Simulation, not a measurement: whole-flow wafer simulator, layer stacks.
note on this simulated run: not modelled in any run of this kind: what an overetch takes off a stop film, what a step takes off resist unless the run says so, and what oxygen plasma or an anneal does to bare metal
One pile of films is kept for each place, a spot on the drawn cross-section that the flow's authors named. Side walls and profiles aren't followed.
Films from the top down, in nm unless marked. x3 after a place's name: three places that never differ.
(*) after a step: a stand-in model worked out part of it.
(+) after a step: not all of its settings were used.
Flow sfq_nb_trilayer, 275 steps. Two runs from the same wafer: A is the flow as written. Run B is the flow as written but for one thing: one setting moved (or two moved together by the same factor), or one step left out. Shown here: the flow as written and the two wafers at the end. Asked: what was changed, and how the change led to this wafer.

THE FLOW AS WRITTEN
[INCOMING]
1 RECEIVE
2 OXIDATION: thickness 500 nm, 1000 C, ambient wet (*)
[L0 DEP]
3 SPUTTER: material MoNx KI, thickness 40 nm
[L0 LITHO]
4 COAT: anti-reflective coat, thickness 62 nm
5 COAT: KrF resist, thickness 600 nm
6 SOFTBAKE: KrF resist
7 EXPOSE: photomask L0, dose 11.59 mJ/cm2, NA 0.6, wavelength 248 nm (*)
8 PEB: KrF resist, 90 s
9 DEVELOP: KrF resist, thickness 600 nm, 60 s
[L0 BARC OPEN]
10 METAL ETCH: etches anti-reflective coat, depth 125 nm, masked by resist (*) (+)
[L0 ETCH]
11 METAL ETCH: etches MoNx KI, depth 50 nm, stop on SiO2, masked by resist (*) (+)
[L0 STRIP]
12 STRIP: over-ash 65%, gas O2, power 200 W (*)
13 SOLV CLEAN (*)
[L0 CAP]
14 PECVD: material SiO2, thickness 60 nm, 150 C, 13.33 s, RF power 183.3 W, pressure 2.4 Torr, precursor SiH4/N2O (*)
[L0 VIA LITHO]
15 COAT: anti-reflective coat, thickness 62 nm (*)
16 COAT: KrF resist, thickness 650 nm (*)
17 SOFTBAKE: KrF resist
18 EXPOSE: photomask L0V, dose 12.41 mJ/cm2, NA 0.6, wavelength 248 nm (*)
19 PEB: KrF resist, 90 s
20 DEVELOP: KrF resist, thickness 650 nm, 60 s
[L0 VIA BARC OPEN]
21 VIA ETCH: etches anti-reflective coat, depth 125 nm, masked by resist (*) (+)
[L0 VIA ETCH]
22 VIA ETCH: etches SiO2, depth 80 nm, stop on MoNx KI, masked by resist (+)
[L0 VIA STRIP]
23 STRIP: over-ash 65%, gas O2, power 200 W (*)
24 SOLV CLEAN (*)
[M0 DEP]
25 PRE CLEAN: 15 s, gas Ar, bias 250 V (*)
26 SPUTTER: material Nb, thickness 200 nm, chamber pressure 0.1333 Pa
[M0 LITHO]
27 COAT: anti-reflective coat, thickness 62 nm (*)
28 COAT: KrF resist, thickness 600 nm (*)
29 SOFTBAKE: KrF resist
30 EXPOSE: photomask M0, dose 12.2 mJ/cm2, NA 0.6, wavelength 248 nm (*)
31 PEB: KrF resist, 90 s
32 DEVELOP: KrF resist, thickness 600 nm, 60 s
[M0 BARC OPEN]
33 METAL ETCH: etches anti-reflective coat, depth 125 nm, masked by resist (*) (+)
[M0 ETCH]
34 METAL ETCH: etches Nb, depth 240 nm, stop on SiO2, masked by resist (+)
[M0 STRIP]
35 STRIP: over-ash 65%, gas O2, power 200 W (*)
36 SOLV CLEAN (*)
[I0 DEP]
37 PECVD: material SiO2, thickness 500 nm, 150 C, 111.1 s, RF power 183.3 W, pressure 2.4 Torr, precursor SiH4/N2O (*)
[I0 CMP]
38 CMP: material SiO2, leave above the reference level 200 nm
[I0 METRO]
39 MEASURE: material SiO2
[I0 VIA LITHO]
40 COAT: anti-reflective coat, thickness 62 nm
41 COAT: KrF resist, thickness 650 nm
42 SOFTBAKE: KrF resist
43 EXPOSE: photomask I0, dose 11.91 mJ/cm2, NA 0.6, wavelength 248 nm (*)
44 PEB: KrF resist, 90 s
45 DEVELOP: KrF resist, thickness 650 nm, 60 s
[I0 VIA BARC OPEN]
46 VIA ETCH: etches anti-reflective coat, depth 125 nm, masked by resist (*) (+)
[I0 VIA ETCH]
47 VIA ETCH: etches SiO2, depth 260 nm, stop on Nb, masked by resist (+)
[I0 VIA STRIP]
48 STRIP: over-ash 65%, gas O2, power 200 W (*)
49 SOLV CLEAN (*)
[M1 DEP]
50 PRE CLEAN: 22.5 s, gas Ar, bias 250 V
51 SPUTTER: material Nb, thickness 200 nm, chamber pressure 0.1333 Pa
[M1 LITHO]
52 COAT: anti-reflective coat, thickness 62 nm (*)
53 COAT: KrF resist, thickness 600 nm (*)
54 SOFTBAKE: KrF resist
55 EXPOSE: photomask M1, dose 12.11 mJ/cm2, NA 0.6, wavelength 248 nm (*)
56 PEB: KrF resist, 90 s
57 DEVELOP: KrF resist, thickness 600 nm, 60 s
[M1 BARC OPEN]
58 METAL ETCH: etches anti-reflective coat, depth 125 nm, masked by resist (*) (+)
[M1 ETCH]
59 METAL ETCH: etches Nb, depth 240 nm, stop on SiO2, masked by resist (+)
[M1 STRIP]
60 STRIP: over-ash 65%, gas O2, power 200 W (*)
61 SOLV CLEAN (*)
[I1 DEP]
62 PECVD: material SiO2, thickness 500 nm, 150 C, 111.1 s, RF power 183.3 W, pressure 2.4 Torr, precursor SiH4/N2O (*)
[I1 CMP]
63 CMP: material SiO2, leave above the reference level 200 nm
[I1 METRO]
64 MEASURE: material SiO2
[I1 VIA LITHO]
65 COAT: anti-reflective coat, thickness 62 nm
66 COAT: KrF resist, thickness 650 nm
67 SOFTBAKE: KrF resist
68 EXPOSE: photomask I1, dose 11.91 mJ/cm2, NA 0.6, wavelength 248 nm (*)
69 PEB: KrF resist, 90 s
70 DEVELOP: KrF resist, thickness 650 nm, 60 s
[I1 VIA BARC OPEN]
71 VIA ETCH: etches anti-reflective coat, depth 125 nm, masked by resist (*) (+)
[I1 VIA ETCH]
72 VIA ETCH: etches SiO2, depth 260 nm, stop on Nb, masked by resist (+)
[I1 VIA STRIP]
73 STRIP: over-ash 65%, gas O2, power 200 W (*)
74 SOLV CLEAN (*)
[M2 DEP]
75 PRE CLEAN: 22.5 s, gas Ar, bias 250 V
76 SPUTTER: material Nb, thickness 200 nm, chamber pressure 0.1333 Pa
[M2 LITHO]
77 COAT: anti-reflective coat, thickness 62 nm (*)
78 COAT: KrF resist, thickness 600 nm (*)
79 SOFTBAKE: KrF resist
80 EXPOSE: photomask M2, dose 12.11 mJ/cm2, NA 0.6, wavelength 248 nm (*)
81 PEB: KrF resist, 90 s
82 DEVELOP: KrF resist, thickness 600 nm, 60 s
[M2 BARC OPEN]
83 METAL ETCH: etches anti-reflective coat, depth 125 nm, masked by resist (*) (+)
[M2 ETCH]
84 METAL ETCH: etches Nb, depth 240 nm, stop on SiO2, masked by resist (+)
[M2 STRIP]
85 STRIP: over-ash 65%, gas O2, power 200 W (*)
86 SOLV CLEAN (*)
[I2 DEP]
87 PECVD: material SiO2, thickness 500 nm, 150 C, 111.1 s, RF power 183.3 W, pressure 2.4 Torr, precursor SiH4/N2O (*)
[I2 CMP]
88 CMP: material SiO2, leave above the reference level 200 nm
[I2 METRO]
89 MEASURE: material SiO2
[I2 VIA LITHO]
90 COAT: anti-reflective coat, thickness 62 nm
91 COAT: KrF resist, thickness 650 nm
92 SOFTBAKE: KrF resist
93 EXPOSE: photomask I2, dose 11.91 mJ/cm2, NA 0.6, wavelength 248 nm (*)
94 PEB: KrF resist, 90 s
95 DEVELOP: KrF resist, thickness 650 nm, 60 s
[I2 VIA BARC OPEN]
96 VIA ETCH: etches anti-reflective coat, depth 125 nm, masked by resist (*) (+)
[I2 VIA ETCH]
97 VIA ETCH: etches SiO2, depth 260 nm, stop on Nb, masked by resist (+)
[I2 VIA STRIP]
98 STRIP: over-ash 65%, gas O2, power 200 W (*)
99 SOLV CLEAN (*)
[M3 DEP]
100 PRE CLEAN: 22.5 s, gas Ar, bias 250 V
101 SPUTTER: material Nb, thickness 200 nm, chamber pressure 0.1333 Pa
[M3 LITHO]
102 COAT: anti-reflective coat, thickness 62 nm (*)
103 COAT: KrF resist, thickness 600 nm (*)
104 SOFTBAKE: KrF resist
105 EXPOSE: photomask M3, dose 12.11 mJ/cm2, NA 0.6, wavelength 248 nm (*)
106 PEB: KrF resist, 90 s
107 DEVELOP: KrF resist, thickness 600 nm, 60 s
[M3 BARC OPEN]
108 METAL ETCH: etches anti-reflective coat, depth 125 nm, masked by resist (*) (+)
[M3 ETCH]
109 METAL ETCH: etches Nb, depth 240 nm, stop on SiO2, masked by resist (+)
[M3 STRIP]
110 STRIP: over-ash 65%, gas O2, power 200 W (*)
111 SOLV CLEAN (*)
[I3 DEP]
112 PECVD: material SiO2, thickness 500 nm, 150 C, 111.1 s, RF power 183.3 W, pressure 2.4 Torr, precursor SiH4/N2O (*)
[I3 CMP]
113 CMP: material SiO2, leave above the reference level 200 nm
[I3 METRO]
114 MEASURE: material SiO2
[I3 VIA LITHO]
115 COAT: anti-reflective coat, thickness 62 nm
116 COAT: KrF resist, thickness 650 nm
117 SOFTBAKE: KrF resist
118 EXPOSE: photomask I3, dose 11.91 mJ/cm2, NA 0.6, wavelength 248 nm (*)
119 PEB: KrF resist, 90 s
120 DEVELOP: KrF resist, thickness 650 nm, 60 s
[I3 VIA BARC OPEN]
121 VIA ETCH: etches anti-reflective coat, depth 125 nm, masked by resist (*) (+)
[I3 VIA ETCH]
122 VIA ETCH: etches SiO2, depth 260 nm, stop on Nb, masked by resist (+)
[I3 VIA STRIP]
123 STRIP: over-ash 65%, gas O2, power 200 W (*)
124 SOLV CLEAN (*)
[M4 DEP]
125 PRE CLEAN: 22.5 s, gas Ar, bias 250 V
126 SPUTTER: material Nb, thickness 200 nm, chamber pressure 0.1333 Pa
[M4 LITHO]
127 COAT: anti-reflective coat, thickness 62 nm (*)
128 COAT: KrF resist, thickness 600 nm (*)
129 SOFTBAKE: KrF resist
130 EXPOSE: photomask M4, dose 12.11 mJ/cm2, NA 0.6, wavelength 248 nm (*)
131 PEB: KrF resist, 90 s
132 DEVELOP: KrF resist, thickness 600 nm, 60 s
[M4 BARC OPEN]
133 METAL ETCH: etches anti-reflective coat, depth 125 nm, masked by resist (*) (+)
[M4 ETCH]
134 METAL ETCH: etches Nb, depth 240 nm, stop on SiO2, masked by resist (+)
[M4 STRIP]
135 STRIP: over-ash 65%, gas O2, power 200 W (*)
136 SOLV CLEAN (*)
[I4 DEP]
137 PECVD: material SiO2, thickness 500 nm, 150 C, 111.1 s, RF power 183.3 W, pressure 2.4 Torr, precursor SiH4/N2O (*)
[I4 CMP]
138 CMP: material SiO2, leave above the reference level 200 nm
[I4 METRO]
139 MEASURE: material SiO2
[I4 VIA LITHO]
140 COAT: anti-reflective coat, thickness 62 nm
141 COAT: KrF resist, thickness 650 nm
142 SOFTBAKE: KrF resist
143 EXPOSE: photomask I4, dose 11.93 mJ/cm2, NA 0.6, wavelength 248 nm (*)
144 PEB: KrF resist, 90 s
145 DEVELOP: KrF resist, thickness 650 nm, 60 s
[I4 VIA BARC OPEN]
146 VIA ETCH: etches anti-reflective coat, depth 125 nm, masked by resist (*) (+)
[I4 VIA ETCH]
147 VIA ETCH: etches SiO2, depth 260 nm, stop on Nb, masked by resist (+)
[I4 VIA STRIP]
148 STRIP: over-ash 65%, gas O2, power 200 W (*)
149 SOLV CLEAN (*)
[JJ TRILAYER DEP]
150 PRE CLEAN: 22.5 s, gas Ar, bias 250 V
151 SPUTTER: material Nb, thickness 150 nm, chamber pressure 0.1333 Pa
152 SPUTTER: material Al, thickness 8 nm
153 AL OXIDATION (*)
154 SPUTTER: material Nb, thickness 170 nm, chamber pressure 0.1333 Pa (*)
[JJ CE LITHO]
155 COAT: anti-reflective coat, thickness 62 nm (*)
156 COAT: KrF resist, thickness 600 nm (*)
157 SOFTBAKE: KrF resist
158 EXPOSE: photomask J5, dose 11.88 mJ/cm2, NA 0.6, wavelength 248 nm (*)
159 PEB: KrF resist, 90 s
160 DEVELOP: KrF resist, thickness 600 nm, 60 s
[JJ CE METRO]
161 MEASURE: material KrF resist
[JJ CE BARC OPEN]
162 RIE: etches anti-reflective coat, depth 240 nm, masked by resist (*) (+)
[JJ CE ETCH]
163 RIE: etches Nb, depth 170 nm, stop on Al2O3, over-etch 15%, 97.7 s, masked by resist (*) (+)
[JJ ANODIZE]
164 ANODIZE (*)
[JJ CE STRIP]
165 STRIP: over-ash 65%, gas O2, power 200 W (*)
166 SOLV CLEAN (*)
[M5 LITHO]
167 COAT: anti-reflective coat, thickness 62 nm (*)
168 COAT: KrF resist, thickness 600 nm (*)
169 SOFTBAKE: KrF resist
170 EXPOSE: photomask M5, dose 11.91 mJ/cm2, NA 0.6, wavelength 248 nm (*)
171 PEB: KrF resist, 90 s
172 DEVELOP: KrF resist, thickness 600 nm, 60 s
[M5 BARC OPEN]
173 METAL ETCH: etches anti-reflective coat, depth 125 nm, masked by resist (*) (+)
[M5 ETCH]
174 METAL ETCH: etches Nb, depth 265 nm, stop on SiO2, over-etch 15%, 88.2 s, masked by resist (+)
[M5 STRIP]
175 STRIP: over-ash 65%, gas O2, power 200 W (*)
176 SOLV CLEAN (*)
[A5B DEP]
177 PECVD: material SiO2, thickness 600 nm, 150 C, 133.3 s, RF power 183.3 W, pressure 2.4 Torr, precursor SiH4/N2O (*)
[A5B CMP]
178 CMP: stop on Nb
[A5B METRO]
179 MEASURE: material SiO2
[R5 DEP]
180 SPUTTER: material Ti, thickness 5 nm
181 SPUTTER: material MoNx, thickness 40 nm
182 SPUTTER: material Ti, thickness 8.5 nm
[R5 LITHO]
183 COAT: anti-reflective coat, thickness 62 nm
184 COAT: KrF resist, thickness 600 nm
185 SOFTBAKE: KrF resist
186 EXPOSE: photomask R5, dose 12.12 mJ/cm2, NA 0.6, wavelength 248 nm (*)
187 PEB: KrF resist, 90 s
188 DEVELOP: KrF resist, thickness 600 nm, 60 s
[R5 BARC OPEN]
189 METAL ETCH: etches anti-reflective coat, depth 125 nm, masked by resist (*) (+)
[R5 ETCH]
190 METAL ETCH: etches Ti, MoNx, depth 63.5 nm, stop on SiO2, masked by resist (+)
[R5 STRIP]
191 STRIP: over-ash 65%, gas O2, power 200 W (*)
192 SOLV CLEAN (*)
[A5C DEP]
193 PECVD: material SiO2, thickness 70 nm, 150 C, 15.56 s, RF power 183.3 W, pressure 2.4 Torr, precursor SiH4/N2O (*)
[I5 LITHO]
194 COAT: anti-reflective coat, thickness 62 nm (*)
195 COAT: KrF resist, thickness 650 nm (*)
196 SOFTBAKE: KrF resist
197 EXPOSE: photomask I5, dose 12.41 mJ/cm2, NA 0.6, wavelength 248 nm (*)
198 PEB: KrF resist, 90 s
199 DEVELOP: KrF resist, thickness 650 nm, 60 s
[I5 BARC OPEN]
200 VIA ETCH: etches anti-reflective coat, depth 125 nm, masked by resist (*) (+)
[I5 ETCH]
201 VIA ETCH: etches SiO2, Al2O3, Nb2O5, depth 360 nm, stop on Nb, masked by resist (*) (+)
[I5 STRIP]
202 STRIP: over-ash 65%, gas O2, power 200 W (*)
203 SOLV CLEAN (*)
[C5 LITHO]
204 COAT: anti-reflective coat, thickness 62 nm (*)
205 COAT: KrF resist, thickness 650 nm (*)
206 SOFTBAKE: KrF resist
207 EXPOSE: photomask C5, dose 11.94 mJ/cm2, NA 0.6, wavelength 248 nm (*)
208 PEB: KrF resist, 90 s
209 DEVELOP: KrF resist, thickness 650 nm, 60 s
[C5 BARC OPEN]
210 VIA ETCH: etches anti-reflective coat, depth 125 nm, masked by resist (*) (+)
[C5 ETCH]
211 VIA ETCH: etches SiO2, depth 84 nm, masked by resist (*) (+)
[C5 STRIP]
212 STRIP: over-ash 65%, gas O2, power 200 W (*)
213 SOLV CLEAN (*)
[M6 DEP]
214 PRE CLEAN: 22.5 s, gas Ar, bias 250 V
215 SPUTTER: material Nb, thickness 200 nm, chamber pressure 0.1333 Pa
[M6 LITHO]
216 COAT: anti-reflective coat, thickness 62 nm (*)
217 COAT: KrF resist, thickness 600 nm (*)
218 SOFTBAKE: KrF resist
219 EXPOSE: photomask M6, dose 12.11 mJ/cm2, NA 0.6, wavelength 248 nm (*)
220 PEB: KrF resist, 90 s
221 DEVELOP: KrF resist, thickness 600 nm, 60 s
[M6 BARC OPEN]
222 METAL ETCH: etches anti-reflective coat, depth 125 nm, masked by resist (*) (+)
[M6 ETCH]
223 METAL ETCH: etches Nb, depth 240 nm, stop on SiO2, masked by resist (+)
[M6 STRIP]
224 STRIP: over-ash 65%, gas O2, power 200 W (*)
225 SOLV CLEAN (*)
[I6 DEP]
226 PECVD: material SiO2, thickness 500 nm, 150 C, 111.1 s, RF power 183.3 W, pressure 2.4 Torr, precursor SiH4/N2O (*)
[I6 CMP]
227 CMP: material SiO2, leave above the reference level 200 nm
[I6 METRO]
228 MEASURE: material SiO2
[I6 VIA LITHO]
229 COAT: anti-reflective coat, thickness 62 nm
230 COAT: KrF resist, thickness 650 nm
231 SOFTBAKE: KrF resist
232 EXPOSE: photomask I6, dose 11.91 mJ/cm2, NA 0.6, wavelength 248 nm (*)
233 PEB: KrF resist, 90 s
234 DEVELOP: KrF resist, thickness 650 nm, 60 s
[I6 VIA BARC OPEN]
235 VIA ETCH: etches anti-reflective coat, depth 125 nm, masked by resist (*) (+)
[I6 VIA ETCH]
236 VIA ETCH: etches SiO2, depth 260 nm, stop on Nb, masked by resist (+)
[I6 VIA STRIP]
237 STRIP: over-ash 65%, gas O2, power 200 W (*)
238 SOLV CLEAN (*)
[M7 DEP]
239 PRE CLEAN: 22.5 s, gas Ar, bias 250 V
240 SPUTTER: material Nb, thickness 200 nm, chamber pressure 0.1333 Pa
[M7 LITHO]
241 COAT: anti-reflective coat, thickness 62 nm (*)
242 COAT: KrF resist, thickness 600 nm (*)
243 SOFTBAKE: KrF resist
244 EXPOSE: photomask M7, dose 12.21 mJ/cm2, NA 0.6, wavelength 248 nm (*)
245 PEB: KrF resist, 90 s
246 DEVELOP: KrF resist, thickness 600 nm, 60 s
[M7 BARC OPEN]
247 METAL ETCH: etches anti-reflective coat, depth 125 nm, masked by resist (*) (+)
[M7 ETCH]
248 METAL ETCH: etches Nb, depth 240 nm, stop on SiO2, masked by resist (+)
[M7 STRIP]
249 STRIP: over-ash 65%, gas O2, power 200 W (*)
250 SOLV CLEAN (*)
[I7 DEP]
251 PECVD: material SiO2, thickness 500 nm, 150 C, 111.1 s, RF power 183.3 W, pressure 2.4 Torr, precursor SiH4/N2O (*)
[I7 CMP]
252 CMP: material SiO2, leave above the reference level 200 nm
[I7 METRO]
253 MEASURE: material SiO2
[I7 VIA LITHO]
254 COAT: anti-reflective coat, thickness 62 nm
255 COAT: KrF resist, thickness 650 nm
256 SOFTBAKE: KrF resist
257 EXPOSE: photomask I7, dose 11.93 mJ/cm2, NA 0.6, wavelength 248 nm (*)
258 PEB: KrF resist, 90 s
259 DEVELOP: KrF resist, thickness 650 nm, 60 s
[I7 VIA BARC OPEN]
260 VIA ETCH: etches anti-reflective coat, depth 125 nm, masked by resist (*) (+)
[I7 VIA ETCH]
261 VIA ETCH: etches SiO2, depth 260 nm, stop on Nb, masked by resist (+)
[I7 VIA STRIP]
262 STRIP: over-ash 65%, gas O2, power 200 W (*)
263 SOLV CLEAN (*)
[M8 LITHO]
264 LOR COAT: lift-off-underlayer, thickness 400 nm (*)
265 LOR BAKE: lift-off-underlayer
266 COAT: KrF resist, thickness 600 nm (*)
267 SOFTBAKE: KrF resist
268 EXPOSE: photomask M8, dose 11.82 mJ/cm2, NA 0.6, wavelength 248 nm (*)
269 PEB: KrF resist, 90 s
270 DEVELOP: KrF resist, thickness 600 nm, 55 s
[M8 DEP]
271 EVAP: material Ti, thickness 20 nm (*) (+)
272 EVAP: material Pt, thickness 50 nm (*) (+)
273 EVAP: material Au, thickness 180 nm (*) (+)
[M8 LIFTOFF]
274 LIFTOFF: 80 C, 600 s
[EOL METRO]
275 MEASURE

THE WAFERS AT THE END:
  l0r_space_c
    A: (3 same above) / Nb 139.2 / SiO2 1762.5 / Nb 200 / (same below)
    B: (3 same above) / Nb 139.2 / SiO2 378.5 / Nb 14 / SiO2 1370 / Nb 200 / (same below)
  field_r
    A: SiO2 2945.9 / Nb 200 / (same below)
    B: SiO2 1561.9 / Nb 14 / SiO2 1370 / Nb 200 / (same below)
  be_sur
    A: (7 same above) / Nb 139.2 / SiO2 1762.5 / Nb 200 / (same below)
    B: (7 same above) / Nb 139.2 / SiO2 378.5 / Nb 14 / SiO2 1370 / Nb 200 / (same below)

The cause: step 134, METAL ETCH: depth 186 nm was run, where the flow has depth 240 nm.

How the change led to this, step by step:
  134 METAL ETCH: etches Nb, depth 240 nm, stop on SiO2, masked by resist (+)
      field_l, be, be_sur and 64 more: A Nb -200 (all of it) | B Nb -186
      v_sur, via_wl, via_w and 36 more: A KrF resist -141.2 | B KrF resist -109.4
  135 STRIP: over-ash 65%, gas O2, power 200 W (*)
      p4_fl, p4_fm, p4_w1 and 26 more: A KrF resist -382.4 (all of it), anti-reflective coat -62 (all of it) | B KrF resist -414.1 (all of it), anti-reflective coat -62 (all of it)
      ln_m5, lsp_m, ln_m6: A KrF resist -381.9 (all of it), anti-reflective coat -61.8 (all of it) | B KrF resist -413.7 (all of it), anti-reflective coat -61.8 (all of it)
      (and at 7 more places)
  137 PECVD: material SiO2, thickness 500 nm, 150 C, 111.1 s, RF power 183.3 W, pressure 2.4 Torr, precursor SiH4/N2O (*)
      field_l, be, be_sur and 55 more: A SiO2 +500 | B SiO2 +500 (new film)
      p3_s0, p3_s1, p3_s2, p3_s3, p3_s4, p3_s5: A SiO2 +557.1 | B SiO2 +543.1 (new film)
      (and at 3 more places)
  138 CMP: material SiO2, leave above the reference level 200 nm
      field_l, be, be_sur and 55 more: A SiO2 -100 | B SiO2 -114
      lsp_r, l0_sur, l0v: A SiO2 -91.9 | B SiO2 -106.5
Counting metal films that touch as one body, l0r_space_c has 3 bodies (between them, from the top down: SiO2 378.5; SiO2 1370); the flow as written gives 2 bodies (between them, from the top down: SiO2 1762.5).
Counting metal films that touch as one body, field_r has 2 bodies (between them, from the top down: SiO2 1370); the flow as written gives 1 body.
Counting metal films that touch as one body, be_sur has 5 bodies (between them, from the top down: SiO2 192.5; SiO2 209 / Al2O3 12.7 / Nb2O5 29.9; SiO2 378.5; SiO2 1370); the flow as written gives 4 bodies (between them, from the top down: SiO2 192.5; SiO2 209 / Al2O3 12.7 / Nb2O5 29.9; SiO2 1762.5).
